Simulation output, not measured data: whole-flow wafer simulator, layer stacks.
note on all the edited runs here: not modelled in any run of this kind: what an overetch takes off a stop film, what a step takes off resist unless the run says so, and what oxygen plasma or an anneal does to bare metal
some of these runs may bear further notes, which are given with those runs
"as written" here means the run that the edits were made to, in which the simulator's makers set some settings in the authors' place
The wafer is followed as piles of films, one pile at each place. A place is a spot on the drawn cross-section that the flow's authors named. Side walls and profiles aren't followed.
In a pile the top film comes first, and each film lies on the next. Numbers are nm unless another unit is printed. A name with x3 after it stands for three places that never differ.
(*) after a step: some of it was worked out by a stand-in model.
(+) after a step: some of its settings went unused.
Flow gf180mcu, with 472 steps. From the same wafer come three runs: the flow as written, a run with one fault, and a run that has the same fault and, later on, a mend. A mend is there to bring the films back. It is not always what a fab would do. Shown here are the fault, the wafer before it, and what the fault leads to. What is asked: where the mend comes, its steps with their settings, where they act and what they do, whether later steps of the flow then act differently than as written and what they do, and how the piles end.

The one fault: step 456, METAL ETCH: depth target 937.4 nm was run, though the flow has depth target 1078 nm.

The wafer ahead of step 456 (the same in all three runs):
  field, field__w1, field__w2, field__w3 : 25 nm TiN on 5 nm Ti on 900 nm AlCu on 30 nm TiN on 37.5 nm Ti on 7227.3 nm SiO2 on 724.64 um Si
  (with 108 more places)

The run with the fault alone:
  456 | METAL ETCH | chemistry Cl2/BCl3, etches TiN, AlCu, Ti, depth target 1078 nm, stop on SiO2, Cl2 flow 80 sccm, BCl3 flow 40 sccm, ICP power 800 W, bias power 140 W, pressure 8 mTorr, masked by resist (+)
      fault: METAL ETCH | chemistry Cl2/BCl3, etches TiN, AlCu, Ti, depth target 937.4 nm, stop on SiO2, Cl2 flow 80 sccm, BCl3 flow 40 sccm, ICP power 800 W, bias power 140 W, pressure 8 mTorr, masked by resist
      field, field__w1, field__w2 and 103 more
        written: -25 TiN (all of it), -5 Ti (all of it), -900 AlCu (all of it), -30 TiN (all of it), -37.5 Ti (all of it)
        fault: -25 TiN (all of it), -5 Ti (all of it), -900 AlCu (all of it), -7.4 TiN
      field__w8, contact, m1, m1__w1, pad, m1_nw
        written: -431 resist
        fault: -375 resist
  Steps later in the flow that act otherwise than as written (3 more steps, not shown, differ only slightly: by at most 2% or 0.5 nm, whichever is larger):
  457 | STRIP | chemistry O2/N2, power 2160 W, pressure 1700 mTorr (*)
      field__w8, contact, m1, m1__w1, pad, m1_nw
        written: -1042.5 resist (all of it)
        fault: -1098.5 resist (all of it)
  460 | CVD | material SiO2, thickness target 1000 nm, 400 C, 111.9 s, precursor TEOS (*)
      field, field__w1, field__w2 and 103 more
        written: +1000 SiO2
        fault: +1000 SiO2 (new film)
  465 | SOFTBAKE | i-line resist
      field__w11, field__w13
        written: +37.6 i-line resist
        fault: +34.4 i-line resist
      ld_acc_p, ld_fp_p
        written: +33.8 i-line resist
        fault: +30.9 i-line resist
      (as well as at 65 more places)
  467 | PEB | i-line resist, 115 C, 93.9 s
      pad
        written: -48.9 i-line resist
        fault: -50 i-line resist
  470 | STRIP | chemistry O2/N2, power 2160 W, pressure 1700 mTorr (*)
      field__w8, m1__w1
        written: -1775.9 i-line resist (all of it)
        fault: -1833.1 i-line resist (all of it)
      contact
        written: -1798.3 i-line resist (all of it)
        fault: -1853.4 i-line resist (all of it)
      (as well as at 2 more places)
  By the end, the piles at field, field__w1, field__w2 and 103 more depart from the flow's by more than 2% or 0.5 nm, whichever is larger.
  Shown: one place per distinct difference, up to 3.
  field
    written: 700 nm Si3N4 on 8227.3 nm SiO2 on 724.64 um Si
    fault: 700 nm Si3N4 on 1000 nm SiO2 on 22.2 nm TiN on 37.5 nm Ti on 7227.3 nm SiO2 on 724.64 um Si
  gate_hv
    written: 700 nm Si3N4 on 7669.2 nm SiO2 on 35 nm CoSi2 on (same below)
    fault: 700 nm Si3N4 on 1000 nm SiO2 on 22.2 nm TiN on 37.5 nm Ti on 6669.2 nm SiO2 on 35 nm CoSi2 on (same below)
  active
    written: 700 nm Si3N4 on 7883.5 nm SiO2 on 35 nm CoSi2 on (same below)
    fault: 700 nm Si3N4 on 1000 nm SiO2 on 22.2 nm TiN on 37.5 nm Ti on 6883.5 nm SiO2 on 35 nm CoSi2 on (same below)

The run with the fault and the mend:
  The mend stands after step 458.
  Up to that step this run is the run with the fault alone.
  458a | DEHYDRATE | 200 C, 60 s (a further turn of the flow's step 449)
      leaves every film unchanged at each place that is followed
  458b | HMDS | 120 C, 60 s (a further turn of the flow's step 450)
      leaves every film unchanged at each place that is followed
  458c | COAT | resist, thickness 1500 nm (*) (a further turn of the flow's step 451)
      iso_ptap_pw, iso_ntap_nw, iso_nw_fld and 33 more
        +1500 resist (new film)
      p_well, sti, spacer, sd_n, mim_1p0, dice_street
        +1504.4 resist (new film)
      field__w5, field__w9, nplus_u
        +1512.4 resist (new film)
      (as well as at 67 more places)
  458d | SOFTBAKE | resist (a further turn of the flow's step 452)
      sd_p_hv, gate_p_hv, nw_enc_fld__w1
        -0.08 resist
      field_sub__w5, active_nat
        -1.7 resist
      ld_body_p_dnw, nplus_u
        -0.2 resist
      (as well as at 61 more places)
  458e | EXPOSE | photomask MetalTop (a further turn of the flow's step 453)
      leaves every film unchanged at each place that is followed
  458f | PEB | resist, 70.3 s (a further turn of the flow's step 454)
      field__w2, field__w3, field__w5 and 41 more
        -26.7 resist
      iso_ptap_pw, iso_ntap_nw, iso_nw_fld and 33 more
        -26.5 resist
      p_well, sti, spacer, sd_n, mim_1p0, dice_street
        -26.6 resist
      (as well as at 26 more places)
  458g | DEVELOP | thickness 1500 nm, 60 s (a further turn of the flow's step 455)
      iso_ptap_pw, iso_ntap_nw, iso_nw_fld and 33 more
        -1473.5 resist (all of it)
      p_well, sti, spacer, sd_n, mim_1p0, dice_street
        -1477.8 resist (all of it)
      sd_p_hv, gate_p_hv, pplus_u, nw_enc_fld__w1, nw_enc_fld_lv__w4
        -1485.3 resist (all of it)
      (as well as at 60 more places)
  458h | METAL ETCH | chemistry Cl2/BCl3, etches TiN, AlCu, Ti, depth target 140.1 nm, stop on SiO2, Cl2 flow 80 sccm, BCl3 flow 40 sccm, ICP power 800 W, bias power 140 W, pressure 8 mTorr, masked by resist (+) (a further turn of the flow's step 456, with different settings)
      field, field__w1, field__w2 and 103 more
        -22.2 TiN (all of it), -37.5 Ti (all of it)
      field__w8, contact, m1, m1__w1, pad, m1_nw
        -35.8 resist
  458i | STRIP | chemistry O2/N2, power 2160 W, pressure 1700 mTorr (*) (a further turn of the flow's step 457)
      field__w8
        -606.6 resist (all of it)
      contact
        -603.6 resist (all of it)
      m1
        -604.1 resist (all of it)
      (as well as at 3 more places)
  458j | STRIP | chemistry post etch residue remover, 72.5 C, 1200 s (*) (a further turn of the flow's step 458)
      field__w8, contact, m1, m1__w1, pad, m1_nw
        -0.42 TiN
  Later steps of the flow that are run all act as written at every place that is followed, up to a difference of at most 2% or 0.5 nm, whichever is larger.
  When the end is reached, the piles differ only a little from the flow's at the places that both follow, at most by 2% or 0.5 nm, whichever is larger.
